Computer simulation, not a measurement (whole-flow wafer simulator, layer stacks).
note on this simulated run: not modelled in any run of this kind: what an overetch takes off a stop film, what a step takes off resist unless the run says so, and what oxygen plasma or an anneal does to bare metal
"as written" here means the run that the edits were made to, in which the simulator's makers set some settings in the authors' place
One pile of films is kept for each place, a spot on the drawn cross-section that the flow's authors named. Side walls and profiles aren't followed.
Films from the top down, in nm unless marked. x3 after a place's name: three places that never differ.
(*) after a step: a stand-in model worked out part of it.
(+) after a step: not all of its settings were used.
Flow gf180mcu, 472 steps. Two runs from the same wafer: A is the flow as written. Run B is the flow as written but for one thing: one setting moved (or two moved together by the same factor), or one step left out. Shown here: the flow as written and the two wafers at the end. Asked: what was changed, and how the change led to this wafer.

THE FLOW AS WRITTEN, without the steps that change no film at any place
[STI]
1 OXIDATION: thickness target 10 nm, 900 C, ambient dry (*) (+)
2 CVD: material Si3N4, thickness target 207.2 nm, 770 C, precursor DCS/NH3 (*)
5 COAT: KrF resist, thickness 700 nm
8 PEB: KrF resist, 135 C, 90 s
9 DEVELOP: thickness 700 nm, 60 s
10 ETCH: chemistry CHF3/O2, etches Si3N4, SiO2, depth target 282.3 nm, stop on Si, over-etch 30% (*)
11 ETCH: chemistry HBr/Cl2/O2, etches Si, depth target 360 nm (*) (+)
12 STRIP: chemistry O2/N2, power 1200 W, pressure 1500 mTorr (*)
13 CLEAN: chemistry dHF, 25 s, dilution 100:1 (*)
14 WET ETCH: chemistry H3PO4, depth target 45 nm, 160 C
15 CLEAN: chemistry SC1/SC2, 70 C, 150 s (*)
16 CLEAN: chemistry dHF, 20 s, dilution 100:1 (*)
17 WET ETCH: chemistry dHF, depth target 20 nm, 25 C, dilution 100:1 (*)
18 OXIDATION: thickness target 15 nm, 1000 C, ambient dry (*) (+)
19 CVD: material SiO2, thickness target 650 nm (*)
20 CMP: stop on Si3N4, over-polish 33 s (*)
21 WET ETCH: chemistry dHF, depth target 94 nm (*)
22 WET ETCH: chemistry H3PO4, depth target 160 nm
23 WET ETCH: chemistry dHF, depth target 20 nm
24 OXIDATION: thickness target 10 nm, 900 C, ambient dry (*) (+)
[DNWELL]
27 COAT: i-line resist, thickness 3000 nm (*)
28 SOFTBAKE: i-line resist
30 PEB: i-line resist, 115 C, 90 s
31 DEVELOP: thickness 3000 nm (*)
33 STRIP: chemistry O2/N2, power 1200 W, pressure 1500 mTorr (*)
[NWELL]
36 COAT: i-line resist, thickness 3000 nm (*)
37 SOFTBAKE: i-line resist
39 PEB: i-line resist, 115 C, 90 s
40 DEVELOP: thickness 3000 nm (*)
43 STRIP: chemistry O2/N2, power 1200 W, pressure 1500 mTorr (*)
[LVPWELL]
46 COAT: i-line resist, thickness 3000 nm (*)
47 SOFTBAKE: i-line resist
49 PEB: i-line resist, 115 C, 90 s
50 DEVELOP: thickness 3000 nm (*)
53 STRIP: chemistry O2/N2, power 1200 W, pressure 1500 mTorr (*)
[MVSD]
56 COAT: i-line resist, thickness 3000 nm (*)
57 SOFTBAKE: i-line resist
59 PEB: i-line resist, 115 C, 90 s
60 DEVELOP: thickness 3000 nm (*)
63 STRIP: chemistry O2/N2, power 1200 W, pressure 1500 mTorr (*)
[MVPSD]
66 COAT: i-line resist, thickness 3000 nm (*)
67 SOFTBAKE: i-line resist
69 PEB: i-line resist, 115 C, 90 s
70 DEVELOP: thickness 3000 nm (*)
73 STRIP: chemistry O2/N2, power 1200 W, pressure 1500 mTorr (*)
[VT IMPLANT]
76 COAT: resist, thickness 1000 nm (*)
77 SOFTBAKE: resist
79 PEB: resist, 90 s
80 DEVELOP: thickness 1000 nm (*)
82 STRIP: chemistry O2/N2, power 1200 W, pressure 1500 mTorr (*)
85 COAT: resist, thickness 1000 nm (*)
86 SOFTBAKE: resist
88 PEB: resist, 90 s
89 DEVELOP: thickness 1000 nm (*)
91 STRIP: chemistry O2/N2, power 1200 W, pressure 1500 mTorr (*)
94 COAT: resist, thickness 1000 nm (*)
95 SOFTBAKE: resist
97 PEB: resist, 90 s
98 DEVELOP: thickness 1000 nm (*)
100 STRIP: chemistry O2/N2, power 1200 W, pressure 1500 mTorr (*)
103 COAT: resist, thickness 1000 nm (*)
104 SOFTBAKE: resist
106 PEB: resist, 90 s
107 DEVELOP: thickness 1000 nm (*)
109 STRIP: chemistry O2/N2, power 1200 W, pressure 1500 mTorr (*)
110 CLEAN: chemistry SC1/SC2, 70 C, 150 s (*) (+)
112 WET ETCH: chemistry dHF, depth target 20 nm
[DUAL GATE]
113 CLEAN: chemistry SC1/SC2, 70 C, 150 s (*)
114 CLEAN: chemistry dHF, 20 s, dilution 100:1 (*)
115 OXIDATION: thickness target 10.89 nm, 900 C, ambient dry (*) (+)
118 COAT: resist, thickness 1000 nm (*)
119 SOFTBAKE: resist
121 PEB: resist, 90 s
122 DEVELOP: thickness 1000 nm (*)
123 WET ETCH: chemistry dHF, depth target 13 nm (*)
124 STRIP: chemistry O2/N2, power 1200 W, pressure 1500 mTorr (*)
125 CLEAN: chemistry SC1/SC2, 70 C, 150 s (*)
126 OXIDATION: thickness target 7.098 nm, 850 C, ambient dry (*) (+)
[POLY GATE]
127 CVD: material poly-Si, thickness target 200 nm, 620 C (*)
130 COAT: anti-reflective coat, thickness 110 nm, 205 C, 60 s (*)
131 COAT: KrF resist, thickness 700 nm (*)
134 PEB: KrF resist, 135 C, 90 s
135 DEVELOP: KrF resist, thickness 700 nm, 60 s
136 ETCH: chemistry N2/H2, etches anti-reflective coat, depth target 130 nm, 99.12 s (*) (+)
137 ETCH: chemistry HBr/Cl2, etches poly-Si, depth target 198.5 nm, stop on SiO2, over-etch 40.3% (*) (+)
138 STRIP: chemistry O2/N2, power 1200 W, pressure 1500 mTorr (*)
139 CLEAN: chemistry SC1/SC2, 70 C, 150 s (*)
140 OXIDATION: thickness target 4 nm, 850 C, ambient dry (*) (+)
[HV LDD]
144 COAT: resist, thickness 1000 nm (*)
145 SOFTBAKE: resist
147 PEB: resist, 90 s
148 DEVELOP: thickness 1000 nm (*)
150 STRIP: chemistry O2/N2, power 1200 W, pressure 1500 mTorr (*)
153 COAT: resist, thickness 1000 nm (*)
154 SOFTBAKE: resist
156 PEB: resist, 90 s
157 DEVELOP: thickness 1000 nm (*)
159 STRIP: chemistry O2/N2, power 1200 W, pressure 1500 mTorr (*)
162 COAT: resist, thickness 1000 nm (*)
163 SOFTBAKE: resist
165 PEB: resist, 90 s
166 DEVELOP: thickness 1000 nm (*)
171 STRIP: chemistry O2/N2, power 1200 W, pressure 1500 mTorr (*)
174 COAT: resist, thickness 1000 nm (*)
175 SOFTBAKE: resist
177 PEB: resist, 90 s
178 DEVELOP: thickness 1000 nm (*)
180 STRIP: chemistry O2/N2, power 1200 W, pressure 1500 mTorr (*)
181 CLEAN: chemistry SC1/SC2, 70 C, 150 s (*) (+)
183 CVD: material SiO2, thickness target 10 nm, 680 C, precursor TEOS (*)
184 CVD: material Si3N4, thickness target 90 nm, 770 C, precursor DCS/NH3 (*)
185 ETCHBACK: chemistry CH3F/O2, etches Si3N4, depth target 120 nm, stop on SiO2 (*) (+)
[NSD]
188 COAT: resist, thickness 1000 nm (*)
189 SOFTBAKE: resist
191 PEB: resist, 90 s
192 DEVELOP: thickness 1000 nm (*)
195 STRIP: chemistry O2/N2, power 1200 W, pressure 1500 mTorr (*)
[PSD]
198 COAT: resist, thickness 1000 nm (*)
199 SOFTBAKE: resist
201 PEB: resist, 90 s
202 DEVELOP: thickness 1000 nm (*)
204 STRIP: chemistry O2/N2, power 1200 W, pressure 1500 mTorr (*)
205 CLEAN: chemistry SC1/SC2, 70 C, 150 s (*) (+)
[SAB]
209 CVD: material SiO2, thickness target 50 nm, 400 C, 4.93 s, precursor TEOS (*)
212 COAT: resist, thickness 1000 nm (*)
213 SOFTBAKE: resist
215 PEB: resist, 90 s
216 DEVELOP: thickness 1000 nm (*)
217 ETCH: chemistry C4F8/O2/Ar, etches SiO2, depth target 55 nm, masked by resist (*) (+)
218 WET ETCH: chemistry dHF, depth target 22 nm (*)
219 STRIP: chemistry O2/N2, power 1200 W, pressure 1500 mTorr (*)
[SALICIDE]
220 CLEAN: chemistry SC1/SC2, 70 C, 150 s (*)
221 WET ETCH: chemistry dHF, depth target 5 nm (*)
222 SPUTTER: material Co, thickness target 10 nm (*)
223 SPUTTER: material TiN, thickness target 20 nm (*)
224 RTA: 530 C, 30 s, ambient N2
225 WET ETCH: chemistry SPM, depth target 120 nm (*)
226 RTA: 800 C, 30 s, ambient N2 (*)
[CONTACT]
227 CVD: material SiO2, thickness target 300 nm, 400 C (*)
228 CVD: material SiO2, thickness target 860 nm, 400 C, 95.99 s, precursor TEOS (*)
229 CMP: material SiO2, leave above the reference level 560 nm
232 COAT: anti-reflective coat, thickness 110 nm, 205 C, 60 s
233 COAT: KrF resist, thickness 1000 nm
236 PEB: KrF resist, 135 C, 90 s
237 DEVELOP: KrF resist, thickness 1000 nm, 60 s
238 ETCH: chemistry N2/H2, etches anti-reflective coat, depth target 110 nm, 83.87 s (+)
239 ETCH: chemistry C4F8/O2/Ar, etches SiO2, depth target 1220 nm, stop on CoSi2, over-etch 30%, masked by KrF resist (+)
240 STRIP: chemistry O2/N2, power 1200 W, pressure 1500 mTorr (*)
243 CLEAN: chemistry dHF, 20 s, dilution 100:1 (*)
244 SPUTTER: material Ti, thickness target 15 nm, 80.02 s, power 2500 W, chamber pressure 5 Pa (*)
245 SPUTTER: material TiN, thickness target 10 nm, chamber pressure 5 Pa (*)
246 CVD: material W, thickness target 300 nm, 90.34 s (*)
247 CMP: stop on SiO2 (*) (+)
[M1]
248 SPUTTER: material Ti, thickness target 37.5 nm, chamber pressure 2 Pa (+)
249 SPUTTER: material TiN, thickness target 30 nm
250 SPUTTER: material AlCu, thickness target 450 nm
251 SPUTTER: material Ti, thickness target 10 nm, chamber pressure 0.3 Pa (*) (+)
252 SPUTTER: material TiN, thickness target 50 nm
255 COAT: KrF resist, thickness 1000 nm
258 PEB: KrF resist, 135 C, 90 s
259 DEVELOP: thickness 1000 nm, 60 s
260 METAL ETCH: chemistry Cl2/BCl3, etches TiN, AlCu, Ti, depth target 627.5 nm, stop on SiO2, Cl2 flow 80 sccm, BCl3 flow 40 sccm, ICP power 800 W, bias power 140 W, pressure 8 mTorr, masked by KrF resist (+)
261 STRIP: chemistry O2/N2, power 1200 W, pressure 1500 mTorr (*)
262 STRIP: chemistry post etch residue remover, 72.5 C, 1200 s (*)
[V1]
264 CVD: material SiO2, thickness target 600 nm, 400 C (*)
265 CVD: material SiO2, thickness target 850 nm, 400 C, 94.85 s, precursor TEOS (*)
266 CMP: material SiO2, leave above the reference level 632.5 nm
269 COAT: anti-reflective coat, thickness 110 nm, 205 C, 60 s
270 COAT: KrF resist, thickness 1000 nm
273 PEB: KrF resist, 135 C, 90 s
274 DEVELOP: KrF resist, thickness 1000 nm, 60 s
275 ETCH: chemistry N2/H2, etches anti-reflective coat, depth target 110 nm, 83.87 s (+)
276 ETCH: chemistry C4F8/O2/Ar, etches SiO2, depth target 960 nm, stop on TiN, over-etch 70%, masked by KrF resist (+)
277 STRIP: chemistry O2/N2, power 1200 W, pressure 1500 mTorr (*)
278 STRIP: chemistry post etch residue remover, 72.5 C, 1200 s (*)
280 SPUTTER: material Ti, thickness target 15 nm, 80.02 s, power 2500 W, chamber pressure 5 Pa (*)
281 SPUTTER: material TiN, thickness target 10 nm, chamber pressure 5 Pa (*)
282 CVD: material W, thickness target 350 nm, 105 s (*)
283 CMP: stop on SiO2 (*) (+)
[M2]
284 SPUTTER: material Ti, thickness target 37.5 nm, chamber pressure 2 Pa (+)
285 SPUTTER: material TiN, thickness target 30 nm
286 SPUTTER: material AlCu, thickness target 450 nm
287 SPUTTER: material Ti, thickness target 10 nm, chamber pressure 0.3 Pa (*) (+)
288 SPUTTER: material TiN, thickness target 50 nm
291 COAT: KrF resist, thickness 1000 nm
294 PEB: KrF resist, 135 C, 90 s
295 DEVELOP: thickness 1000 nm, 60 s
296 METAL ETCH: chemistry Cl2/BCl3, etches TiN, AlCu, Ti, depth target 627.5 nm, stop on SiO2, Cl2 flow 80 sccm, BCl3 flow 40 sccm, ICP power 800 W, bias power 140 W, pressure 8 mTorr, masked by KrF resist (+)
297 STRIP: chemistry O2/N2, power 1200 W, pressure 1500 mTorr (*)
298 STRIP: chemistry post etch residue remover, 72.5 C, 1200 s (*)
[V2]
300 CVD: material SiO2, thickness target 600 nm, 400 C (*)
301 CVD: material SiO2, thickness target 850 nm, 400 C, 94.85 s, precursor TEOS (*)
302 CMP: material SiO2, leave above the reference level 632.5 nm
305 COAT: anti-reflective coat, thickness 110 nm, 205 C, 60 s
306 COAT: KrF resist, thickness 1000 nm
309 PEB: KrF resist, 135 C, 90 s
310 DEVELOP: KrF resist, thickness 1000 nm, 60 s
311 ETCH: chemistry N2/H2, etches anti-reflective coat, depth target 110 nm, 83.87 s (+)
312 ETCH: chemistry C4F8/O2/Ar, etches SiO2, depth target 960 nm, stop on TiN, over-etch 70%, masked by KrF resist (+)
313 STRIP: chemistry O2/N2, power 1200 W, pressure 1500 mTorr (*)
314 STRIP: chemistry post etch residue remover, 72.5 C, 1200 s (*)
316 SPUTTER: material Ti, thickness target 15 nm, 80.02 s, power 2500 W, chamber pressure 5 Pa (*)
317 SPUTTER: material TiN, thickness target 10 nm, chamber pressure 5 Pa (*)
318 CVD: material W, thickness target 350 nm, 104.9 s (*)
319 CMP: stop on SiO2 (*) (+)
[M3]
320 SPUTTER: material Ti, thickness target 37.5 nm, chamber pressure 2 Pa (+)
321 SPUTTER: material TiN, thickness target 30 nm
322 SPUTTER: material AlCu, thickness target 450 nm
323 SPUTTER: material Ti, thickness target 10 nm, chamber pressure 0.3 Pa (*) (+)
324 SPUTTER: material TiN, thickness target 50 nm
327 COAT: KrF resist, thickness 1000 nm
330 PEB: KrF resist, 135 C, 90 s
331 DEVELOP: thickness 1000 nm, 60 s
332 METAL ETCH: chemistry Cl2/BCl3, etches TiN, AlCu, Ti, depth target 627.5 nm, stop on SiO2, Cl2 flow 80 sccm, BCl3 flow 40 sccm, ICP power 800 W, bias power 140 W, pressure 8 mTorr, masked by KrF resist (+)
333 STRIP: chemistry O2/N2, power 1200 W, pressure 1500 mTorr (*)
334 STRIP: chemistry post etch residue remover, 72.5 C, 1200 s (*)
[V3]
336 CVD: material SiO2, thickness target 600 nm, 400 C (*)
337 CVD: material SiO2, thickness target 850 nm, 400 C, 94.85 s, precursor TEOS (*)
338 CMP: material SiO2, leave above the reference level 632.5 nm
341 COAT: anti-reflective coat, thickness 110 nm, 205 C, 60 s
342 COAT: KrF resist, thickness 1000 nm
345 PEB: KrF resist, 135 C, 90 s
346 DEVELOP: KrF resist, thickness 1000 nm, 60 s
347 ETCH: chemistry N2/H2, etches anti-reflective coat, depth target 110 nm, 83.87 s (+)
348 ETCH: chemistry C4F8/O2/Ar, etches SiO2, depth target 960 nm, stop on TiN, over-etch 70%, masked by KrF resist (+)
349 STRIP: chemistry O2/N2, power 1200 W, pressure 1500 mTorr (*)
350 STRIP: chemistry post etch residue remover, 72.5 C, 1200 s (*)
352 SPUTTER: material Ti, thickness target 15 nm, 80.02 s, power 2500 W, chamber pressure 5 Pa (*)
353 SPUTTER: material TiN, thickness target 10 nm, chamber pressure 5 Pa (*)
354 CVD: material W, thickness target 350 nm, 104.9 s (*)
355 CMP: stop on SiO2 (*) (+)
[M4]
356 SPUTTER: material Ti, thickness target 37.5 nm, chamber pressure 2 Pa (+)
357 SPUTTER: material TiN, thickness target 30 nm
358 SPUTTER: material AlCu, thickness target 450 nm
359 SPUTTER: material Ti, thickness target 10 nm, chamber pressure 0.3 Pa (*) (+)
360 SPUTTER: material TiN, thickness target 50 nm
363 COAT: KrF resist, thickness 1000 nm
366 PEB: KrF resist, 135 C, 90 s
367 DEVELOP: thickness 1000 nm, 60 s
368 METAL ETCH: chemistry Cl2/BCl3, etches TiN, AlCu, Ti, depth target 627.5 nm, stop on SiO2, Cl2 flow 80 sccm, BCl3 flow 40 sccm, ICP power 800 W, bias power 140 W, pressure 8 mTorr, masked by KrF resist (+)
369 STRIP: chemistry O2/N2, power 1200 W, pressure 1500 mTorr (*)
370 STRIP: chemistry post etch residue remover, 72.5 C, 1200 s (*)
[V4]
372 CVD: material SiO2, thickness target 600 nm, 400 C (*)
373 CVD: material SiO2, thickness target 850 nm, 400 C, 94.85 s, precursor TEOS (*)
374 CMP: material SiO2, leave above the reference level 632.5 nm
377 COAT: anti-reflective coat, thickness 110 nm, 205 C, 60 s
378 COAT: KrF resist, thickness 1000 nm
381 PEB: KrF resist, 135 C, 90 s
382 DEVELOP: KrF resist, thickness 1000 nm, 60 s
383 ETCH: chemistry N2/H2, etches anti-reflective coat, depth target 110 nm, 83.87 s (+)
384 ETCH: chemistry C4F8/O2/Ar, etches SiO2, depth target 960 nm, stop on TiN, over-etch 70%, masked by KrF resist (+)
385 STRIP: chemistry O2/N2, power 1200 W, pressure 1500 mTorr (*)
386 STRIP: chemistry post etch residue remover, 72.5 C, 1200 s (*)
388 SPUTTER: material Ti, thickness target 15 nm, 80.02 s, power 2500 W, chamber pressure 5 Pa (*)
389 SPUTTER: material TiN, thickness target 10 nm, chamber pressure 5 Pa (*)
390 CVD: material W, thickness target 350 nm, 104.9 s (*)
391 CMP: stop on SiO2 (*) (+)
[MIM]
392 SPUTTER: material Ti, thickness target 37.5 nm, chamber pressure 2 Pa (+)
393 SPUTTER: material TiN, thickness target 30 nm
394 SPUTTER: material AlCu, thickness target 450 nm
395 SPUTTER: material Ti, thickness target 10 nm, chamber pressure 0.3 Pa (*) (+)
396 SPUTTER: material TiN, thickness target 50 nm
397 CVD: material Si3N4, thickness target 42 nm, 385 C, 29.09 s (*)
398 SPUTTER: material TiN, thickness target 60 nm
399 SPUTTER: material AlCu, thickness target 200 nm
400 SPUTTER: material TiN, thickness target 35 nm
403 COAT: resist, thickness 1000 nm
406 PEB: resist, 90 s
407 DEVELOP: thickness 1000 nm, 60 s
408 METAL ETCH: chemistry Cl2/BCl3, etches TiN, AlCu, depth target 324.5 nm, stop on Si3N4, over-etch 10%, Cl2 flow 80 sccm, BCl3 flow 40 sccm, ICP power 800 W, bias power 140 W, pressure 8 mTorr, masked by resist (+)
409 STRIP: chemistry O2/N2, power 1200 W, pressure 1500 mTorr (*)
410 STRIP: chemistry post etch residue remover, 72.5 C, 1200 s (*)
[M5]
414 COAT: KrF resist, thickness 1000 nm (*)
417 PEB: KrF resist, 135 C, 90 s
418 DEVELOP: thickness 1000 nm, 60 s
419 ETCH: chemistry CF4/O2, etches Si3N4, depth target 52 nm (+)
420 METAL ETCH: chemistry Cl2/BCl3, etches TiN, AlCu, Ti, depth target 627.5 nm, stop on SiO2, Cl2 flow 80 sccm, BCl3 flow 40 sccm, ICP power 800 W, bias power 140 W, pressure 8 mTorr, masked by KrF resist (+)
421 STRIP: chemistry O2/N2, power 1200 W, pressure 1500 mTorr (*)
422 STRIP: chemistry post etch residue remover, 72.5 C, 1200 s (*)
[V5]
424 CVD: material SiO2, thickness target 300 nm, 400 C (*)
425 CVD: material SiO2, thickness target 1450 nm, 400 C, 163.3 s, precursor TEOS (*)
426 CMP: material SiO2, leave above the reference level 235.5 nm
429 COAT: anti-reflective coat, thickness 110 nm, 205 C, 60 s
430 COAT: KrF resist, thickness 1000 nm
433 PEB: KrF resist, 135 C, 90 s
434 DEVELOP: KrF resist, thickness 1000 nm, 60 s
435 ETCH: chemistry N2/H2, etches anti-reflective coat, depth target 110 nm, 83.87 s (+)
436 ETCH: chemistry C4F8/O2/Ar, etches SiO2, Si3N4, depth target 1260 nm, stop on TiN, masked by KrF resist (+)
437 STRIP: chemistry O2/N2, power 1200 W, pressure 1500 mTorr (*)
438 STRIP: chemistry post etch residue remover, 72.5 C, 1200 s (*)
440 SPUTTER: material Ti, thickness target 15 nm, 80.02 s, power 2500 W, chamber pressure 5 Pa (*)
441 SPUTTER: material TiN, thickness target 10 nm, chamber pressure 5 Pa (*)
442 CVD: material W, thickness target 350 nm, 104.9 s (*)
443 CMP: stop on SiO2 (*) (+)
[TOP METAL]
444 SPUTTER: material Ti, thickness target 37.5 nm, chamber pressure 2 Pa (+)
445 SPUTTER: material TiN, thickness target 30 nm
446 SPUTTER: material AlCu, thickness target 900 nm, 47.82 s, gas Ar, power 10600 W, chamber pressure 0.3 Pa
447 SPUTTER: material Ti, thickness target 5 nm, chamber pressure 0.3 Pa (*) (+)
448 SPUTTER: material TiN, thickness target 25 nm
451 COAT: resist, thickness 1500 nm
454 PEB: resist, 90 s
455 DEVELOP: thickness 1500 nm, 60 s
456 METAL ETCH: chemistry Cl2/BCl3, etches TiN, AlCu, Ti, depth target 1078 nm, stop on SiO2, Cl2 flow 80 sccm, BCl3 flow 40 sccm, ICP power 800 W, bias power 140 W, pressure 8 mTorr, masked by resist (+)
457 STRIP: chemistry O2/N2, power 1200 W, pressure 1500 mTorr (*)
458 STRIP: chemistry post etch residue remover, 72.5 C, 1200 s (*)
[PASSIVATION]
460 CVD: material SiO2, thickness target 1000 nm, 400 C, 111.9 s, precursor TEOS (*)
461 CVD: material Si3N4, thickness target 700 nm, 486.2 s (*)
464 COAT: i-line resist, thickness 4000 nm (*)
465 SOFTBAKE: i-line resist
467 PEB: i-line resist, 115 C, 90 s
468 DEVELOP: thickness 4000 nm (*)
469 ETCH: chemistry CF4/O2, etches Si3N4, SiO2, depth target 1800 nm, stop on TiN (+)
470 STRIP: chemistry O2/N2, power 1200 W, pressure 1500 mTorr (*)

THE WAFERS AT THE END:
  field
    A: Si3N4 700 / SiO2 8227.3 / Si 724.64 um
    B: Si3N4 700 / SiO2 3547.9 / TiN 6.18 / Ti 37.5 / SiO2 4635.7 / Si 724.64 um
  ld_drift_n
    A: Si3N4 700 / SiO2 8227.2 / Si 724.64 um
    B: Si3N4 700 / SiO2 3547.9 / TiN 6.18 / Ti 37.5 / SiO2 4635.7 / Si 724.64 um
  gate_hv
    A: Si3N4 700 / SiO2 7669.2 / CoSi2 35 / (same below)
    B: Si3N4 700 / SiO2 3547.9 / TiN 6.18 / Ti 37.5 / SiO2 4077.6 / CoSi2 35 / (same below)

The cause: step 368, METAL ETCH: depth target 533.4 nm was run, where the flow has depth target 627.5 nm.

How the change led to this, step by step:
  368 METAL ETCH: chemistry Cl2/BCl3, etches TiN, AlCu, Ti, depth target 627.5 nm, stop on SiO2, Cl2 flow 80 sccm, BCl3 flow 40 sccm, ICP power 800 W, bias power 140 W, pressure 8 mTorr, masked by KrF resist (+)
      field, field__w1, field__w2 and 103 more: A TiN -50 (all of it), Ti -10 (all of it), AlCu -450 (all of it), TiN -30 (all of it), Ti -37.5 (all of it) | B TiN -50 (all of it), Ti -10 (all of it), AlCu -450 (all of it), TiN -23.4
      field__w8, contact, m1, m1__w1, m1_nw: A KrF resist -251 | B KrF resist -213.4
  369 STRIP: chemistry O2/N2, power 1200 W, pressure 1500 mTorr (*)
      field__w8, contact, m1, m1__w1, m1_nw: A KrF resist -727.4 (all of it) | B KrF resist -765 (all of it)
  372 CVD: material SiO2, thickness target 600 nm, 400 C (*)
      field, field__w1, field__w2 and 103 more: A SiO2 +600 | B SiO2 +600 (new film)
  374 CMP: material SiO2, leave above the reference level 632.5 nm
      field, field__w1, field__w2 and 103 more: A SiO2 -300 | B SiO2 -343.7
Counting metal films that touch as one body, field has 1 body; the flow as written gives 0 bodies.
Counting metal films that touch as one body, ld_drift_n has 1 body; the flow as written gives 0 bodies.
Counting metal films that touch as one body, gate_hv has 2 bodies (between them, from the top down: SiO2 4077.6); the flow as written gives 1 body.
